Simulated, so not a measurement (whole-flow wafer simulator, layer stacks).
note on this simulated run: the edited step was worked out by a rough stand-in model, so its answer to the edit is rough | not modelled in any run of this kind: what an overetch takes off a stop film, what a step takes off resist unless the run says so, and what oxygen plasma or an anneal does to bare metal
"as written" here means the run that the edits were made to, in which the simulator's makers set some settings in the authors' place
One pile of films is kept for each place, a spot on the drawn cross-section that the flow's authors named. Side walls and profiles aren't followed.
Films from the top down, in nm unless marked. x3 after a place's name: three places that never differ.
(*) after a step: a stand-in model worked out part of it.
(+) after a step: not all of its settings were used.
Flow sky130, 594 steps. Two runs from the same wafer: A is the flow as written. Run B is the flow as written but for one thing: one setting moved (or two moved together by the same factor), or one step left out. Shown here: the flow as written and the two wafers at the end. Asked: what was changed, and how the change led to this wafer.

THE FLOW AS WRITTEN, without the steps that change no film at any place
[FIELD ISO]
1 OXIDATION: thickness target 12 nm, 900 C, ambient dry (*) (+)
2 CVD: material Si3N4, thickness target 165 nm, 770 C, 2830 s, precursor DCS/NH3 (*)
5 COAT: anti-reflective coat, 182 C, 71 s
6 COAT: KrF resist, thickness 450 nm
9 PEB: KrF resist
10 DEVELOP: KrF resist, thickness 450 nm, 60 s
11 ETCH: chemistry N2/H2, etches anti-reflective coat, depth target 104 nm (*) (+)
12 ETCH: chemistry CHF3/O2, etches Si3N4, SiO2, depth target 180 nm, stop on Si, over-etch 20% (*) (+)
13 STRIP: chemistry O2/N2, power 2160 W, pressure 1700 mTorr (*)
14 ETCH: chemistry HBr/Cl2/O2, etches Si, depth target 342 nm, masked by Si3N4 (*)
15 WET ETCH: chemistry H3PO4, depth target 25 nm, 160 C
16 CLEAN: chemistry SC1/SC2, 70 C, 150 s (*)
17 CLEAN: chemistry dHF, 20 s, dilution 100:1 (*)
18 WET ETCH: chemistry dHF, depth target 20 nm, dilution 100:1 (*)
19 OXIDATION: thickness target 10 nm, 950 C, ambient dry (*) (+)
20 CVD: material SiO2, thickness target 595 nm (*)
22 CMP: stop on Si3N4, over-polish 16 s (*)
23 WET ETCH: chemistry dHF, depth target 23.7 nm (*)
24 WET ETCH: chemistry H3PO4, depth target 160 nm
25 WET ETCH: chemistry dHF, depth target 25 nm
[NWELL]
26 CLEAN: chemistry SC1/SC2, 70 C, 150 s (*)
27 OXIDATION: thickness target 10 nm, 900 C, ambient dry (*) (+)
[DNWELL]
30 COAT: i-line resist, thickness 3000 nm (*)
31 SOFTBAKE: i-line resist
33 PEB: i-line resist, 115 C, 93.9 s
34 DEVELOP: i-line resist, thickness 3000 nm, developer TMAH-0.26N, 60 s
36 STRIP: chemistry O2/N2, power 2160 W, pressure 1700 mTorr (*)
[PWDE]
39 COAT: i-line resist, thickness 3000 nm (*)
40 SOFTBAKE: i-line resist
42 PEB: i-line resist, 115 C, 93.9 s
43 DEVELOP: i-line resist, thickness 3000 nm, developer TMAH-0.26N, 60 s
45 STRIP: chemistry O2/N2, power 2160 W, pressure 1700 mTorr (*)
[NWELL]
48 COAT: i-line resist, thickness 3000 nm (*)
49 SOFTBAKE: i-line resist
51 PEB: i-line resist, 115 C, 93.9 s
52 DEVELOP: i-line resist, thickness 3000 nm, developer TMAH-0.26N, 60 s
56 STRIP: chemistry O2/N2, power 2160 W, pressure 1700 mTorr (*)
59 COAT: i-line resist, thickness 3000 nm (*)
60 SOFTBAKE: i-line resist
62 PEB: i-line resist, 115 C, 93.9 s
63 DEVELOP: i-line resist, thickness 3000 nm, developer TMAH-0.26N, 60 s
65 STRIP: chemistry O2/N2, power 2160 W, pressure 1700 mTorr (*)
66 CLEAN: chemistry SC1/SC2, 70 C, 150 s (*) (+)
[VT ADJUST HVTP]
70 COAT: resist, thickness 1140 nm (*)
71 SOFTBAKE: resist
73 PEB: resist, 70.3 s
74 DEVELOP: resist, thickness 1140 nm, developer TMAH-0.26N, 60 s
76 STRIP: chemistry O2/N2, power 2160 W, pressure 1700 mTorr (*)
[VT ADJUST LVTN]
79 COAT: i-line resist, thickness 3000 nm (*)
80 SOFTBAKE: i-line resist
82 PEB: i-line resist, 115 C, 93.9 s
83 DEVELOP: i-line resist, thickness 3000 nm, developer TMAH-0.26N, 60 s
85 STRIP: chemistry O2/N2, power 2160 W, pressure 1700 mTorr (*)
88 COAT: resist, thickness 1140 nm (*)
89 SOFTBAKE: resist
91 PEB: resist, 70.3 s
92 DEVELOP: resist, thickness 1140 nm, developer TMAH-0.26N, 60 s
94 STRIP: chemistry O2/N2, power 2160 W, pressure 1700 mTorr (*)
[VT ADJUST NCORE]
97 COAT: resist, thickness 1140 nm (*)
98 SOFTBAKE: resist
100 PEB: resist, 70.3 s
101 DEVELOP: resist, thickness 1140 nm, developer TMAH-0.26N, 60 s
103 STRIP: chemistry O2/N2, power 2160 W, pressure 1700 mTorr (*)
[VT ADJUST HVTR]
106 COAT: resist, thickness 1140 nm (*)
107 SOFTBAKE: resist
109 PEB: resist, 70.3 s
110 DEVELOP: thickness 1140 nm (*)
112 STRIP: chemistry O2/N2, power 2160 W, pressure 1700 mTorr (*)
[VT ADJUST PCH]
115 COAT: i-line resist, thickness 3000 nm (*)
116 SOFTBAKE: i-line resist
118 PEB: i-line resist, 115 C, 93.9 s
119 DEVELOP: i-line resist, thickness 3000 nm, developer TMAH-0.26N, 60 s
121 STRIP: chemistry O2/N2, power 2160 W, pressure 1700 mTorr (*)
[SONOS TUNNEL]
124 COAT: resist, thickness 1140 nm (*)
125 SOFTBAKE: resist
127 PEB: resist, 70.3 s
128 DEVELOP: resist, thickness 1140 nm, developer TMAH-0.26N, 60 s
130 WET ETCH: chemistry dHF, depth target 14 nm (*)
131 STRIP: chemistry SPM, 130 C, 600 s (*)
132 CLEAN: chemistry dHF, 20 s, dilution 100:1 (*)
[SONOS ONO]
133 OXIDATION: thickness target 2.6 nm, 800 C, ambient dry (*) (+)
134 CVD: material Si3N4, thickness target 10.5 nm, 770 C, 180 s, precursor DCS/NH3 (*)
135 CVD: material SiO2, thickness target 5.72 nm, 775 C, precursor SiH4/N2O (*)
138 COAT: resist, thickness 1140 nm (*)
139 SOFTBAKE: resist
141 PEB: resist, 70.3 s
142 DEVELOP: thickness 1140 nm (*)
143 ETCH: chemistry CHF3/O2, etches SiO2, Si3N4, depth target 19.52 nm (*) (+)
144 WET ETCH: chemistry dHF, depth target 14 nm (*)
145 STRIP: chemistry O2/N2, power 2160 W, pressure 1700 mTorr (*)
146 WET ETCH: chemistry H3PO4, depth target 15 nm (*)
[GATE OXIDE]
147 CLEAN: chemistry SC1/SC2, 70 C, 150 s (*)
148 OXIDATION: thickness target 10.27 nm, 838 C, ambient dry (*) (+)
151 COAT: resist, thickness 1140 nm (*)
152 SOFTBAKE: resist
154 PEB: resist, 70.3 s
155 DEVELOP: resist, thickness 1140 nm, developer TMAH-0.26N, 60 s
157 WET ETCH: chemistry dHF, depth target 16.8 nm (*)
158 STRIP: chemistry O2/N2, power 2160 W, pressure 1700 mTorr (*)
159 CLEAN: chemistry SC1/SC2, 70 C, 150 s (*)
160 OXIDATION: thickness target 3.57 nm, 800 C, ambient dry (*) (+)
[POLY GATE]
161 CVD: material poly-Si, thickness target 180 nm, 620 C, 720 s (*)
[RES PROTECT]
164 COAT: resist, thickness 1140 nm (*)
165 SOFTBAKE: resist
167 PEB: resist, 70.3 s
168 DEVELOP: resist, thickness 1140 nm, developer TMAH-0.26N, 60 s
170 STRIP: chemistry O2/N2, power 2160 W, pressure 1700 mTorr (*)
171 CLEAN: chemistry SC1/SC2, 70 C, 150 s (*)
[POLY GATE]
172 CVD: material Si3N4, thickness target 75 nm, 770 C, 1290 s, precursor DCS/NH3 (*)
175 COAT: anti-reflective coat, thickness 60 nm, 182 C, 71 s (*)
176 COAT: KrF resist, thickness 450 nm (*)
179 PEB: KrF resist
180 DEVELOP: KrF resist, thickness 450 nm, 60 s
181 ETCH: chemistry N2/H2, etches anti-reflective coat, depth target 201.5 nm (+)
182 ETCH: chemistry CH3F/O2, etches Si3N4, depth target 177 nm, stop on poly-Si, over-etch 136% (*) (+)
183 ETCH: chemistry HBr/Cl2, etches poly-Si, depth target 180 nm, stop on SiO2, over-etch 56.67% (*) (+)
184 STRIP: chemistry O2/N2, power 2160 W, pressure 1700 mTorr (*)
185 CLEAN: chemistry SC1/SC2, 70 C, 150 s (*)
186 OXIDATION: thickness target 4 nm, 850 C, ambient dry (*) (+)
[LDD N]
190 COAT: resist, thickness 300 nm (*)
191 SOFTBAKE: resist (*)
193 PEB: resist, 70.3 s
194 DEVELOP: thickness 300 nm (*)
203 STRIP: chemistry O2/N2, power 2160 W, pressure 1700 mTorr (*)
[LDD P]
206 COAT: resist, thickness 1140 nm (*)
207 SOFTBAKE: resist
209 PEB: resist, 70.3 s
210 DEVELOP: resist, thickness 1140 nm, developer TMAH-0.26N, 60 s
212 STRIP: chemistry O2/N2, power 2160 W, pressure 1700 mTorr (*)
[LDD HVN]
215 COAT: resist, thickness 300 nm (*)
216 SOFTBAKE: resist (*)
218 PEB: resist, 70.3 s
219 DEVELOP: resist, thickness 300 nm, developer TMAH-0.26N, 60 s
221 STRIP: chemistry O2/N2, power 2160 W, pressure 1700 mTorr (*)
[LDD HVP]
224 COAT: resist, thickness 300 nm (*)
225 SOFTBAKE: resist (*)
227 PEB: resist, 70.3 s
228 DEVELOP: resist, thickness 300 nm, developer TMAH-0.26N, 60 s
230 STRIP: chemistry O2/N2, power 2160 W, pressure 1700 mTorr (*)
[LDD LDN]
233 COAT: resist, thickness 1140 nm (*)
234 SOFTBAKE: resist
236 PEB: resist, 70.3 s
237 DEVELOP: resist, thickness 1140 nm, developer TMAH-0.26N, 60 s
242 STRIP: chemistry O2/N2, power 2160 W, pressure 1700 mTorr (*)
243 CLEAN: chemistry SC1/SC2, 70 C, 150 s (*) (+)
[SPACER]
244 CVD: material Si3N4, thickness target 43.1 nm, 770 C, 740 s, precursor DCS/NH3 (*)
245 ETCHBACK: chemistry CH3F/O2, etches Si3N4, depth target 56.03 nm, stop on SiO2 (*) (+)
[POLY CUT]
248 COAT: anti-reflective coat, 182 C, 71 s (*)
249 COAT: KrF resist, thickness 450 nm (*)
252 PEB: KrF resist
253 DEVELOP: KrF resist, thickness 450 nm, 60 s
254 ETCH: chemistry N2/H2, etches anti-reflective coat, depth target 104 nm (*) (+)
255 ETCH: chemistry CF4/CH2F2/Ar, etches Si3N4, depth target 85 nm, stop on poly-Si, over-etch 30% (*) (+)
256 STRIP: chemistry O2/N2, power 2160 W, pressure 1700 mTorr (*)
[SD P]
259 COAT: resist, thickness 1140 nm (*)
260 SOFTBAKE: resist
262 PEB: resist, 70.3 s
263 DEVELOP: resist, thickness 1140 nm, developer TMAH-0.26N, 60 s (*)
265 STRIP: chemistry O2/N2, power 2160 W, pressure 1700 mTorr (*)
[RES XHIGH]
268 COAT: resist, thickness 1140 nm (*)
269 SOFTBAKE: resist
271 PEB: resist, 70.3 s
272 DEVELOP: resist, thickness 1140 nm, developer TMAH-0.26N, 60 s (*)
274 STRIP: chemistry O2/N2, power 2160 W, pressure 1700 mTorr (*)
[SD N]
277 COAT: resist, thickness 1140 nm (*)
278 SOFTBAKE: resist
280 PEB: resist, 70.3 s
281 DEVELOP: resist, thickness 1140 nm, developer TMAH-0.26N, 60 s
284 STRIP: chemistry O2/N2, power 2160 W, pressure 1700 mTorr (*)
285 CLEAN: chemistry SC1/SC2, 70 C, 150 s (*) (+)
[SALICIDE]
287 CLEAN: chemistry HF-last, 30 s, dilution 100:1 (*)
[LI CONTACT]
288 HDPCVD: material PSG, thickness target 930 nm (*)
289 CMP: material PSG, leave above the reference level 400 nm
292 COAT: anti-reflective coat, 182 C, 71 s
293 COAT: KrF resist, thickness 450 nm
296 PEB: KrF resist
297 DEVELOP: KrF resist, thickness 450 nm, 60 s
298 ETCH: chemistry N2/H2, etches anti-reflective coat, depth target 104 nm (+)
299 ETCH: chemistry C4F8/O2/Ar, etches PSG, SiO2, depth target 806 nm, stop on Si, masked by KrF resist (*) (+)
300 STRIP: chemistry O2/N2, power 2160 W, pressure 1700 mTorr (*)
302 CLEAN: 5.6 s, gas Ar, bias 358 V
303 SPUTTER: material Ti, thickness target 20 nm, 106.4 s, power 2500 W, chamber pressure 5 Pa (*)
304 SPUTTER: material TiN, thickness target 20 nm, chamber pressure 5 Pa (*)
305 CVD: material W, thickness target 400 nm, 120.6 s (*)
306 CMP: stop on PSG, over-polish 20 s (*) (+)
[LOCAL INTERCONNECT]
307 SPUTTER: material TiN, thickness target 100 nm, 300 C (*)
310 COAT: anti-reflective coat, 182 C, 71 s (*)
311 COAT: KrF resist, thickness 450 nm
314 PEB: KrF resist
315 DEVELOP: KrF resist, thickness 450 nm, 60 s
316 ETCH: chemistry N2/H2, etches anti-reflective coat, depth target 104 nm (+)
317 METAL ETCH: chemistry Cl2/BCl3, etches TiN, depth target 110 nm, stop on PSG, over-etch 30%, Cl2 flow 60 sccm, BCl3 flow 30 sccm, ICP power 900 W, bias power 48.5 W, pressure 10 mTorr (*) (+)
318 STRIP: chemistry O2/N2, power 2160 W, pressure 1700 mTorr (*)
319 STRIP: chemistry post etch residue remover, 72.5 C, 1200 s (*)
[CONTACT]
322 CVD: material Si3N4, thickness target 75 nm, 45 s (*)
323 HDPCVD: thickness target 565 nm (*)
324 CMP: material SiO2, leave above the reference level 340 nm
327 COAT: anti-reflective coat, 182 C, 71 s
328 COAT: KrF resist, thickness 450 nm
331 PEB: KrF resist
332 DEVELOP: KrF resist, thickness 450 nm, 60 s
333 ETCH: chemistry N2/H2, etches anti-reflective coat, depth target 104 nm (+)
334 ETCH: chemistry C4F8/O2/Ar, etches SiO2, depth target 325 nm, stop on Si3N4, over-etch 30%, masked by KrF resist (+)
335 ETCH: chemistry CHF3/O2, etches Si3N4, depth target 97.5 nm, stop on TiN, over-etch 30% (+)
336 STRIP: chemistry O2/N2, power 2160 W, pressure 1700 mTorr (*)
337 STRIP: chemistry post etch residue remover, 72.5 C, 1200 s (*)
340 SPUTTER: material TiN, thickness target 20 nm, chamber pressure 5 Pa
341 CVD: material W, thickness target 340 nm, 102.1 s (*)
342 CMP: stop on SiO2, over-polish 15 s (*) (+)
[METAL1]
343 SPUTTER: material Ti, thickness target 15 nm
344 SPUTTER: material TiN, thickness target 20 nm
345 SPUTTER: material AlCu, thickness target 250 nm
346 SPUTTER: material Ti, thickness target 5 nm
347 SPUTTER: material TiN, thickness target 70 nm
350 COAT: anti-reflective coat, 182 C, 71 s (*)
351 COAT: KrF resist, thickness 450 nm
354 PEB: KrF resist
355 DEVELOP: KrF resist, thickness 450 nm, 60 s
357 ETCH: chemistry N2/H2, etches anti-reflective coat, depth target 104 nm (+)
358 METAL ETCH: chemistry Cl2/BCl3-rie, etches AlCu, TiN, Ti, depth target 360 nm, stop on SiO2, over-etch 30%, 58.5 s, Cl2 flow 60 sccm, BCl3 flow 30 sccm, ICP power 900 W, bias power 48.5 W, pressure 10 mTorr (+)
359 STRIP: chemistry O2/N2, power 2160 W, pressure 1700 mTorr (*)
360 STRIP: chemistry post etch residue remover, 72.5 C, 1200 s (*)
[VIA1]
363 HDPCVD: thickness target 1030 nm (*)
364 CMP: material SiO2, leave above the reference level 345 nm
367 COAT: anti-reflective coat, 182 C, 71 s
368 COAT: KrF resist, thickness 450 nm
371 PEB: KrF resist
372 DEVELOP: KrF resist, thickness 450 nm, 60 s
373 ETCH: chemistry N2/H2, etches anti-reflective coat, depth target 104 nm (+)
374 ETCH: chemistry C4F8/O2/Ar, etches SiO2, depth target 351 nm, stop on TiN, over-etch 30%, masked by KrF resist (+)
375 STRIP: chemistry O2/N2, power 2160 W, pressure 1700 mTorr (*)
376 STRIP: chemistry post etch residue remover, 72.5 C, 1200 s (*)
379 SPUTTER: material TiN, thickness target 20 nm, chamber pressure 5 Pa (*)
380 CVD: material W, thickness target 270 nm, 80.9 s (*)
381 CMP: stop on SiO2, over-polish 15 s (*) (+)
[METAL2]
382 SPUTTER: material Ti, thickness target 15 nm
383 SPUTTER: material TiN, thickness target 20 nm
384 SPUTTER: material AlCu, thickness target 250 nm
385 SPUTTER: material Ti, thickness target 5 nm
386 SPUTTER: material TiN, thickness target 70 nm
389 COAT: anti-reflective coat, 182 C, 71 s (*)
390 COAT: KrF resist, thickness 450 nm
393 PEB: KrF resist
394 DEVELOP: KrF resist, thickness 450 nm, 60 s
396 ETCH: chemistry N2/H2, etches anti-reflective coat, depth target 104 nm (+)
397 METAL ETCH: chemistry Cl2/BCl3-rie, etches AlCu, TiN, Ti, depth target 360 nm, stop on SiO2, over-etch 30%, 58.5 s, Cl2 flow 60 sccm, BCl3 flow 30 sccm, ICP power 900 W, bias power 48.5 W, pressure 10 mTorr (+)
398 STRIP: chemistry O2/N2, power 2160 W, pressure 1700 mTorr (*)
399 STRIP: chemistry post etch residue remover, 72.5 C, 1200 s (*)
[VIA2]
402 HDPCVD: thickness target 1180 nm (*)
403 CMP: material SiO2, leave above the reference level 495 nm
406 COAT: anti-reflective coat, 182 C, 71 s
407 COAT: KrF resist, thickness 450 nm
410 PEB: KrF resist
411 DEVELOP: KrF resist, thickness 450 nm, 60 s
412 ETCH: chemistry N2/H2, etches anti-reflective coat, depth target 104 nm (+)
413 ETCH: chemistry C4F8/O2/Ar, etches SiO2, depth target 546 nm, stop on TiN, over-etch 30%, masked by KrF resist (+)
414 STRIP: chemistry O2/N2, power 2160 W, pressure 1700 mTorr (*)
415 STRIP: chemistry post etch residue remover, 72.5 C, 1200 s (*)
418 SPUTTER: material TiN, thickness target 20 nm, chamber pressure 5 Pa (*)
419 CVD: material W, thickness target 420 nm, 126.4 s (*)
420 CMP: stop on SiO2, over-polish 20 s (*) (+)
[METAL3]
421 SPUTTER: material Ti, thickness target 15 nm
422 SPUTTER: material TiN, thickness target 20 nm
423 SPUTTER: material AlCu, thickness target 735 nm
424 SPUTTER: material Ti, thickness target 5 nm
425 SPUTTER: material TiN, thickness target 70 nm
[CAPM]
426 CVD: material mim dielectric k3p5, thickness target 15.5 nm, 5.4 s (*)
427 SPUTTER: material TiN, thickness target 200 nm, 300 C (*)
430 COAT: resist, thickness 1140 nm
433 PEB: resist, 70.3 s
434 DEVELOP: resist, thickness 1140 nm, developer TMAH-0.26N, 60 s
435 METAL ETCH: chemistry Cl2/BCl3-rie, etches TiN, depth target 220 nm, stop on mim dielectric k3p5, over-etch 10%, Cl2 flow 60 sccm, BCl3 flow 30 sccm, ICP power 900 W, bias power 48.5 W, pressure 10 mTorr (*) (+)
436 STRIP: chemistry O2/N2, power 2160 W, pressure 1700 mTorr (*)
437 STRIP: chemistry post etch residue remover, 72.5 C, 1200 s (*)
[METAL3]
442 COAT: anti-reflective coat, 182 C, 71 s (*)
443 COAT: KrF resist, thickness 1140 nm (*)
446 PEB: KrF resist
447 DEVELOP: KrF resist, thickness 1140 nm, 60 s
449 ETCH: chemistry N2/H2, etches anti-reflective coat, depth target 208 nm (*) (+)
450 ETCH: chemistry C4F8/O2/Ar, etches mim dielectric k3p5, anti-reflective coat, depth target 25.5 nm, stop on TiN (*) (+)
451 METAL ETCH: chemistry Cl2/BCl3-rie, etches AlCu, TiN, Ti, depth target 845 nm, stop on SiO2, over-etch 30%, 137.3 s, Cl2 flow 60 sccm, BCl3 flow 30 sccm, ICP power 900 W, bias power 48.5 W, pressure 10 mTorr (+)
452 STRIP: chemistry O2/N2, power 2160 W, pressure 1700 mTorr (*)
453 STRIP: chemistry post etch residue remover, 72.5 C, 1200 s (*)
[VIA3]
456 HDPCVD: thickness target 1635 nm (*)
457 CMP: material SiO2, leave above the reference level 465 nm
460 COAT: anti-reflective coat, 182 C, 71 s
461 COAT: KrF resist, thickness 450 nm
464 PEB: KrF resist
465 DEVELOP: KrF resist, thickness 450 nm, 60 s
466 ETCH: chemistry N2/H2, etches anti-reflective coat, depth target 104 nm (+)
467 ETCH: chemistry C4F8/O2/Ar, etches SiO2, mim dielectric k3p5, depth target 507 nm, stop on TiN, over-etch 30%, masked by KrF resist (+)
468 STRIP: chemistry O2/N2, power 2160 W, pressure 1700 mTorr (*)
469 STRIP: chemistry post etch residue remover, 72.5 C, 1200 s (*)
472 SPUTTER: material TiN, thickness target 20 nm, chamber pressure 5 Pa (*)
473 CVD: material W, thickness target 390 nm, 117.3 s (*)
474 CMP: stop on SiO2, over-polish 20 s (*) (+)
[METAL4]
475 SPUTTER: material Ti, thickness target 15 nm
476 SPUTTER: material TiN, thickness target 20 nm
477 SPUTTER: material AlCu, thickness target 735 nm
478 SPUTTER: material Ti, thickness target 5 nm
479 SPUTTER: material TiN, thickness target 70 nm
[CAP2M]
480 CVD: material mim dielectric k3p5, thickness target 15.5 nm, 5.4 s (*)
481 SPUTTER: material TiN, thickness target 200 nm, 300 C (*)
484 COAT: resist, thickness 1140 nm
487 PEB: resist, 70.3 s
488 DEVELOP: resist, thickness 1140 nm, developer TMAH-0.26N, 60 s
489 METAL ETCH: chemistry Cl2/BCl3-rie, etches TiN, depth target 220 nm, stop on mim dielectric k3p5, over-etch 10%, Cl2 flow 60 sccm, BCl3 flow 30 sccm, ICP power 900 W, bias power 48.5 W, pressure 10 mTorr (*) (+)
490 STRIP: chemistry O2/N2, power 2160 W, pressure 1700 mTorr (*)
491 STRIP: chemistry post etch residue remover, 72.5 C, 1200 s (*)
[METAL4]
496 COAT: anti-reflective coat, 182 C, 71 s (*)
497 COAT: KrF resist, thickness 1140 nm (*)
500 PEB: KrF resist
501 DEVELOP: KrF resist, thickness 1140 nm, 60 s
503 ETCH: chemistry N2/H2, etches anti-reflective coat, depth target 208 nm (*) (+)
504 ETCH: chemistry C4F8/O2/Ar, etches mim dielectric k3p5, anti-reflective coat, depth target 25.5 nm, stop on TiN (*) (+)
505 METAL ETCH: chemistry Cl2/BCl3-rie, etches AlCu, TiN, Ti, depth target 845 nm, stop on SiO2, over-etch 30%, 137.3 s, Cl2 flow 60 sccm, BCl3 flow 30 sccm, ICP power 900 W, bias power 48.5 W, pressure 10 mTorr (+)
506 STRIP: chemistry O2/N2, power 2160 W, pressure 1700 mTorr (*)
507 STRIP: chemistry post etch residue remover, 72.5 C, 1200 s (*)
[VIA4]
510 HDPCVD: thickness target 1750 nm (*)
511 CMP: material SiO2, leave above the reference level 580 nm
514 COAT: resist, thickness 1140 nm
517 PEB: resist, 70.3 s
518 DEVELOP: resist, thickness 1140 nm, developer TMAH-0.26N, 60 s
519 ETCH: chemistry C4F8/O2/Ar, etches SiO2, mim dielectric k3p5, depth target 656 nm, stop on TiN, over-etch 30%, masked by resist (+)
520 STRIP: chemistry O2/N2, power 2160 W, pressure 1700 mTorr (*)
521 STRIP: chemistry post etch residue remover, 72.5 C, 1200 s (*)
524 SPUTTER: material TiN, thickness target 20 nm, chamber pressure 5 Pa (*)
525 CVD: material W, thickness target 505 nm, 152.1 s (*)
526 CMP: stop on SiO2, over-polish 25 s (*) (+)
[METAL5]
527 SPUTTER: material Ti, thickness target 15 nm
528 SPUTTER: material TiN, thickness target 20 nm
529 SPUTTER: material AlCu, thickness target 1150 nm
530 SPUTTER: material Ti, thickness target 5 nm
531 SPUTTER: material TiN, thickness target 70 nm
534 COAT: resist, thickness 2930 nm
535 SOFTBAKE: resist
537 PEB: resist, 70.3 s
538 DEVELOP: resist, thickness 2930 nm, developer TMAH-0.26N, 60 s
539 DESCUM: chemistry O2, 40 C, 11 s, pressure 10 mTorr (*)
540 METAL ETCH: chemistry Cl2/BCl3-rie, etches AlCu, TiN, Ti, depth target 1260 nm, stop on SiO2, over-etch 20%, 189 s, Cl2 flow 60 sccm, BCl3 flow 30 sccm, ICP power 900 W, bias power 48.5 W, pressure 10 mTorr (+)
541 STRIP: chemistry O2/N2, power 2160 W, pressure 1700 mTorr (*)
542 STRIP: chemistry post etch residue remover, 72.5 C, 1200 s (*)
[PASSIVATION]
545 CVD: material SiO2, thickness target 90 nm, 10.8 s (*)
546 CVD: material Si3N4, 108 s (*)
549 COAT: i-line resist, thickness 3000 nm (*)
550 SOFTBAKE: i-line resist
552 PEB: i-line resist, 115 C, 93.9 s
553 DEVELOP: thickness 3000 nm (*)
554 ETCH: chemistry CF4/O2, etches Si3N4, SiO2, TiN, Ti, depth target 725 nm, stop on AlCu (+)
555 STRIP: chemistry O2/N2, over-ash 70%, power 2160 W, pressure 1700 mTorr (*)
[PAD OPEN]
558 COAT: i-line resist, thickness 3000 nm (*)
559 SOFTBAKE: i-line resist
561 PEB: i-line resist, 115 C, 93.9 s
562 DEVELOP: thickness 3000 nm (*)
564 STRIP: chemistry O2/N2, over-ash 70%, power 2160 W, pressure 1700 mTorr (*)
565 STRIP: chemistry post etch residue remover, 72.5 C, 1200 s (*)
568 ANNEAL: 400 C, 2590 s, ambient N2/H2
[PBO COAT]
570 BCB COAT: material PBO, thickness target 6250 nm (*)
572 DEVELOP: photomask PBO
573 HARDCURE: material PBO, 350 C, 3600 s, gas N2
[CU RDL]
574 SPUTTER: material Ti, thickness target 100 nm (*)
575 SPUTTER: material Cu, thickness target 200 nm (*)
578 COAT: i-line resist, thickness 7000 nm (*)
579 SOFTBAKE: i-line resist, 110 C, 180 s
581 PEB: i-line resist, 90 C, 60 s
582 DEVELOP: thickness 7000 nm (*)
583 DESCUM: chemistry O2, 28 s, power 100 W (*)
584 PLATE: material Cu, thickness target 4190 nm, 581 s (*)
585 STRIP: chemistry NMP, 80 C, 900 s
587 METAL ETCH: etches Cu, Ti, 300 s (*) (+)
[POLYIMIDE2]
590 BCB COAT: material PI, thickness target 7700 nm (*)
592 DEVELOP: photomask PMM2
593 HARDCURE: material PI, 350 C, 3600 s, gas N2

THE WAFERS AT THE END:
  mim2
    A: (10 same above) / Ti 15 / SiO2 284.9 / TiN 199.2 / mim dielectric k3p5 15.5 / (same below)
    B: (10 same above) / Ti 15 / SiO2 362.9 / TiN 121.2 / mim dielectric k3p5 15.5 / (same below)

The cause: step 481, SPUTTER: thickness target 122 nm was run, where the flow has thickness target 200 nm.

How the change led to this, step by step:
  481 SPUTTER: material TiN, thickness target 200 nm, 300 C (*)
      field, active, n_well and 189 more: A TiN +200 (new film) | B TiN +122 (new film)
  489 METAL ETCH: chemistry Cl2/BCl3-rie, etches TiN, depth target 220 nm, stop on mim dielectric k3p5, over-etch 10%, Cl2 flow 60 sccm, BCl3 flow 30 sccm, ICP power 900 W, bias power 48.5 W, pressure 10 mTorr (*) (+)
      field, active, n_well and 188 more: A TiN -200 (all of it) | B TiN -122 (all of it)
      mim2: A resist -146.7 | B resist -89.5
  490 STRIP: chemistry O2/N2, power 2160 W, pressure 1700 mTorr (*)
      mim2: A resist -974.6 (all of it) | B resist -1031.8 (all of it)
  496 COAT: anti-reflective coat, 182 C, 71 s (*)
      iso_guard__w2: A anti-reflective coat +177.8 (new film) | B anti-reflective coat +127.5 (new film)
      mim2: A anti-reflective coat +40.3 (new film) | B anti-reflective coat +29.6 (new film)
  497 COAT: KrF resist, thickness 1140 nm (*)
      iso_guard__w2: A KrF resist +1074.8 (new film) | B KrF resist +1108.8 (new film)
      mim2: A KrF resist +1018.9 (new film) | B KrF resist +1087.5 (new film)
  506 STRIP: chemistry O2/N2, power 2160 W, pressure 1700 mTorr (*)
      iso_guard__w2: A KrF resist -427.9 (all of it), anti-reflective coat -177.8 (all of it) | B KrF resist -461.7 (all of it), anti-reflective coat -127.5 (all of it)
      mim2: A KrF resist -372.1 (all of it), anti-reflective coat -40.3 (all of it) | B KrF resist -440.5 (all of it), anti-reflective coat -29.6 (all of it)
  511 CMP: material SiO2, leave above the reference level 580 nm
      mim2: A SiO2 -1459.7 | B SiO2 -1381.7
